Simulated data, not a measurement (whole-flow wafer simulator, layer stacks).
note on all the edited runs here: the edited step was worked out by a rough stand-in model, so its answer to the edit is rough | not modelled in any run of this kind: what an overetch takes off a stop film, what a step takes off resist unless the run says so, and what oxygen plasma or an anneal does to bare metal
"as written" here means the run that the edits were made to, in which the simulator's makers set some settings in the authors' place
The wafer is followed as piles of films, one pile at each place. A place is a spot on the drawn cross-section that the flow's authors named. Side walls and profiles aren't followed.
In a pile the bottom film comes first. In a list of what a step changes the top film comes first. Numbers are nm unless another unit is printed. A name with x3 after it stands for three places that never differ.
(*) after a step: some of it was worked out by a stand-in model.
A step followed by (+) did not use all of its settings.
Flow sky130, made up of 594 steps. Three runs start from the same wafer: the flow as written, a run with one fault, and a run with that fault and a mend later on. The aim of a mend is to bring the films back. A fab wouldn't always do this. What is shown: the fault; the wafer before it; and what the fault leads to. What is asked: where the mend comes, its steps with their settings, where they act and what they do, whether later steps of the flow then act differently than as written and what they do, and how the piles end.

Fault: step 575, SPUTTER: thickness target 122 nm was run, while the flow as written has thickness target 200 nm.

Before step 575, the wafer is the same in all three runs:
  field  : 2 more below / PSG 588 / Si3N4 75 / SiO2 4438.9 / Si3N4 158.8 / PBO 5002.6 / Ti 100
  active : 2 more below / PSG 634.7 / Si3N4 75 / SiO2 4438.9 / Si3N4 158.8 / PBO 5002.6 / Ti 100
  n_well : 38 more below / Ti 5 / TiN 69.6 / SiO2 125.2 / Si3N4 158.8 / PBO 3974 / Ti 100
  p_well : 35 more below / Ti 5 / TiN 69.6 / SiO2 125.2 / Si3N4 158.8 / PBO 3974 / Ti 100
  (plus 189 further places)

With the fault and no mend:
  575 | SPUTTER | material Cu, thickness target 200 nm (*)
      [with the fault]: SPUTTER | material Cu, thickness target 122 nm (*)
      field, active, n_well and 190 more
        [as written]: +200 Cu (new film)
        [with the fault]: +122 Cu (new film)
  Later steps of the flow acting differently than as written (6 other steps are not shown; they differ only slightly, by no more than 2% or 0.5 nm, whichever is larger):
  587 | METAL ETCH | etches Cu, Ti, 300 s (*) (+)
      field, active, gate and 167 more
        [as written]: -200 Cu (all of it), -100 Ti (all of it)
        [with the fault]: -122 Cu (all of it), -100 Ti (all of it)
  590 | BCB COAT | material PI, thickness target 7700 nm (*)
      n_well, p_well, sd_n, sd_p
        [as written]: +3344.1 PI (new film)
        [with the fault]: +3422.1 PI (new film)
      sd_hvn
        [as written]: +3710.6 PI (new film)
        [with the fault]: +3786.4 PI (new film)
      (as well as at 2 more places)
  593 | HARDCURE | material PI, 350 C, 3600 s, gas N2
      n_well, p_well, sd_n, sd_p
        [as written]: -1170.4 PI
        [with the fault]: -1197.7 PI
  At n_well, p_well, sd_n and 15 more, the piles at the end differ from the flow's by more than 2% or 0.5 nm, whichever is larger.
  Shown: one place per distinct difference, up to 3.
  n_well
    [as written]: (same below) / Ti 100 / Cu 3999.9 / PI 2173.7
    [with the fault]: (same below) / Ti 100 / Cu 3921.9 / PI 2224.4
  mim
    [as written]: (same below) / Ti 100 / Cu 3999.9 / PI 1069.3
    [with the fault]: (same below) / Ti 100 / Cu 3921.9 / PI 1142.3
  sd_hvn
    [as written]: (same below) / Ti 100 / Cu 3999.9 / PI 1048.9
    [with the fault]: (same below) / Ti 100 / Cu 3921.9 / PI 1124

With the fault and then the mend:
  The mend follows step 575.
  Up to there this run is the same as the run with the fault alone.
  575a | SPUTTER | material Cu, thickness target 78 nm (*) (the flow's step 575, run once more with other settings)
      field, active, n_well and 190 more
        +78 Cu
  None of the later steps of the flow acts differently than as written at any place that is followed.
  The piles end the same as the flow's at every place that both follow.
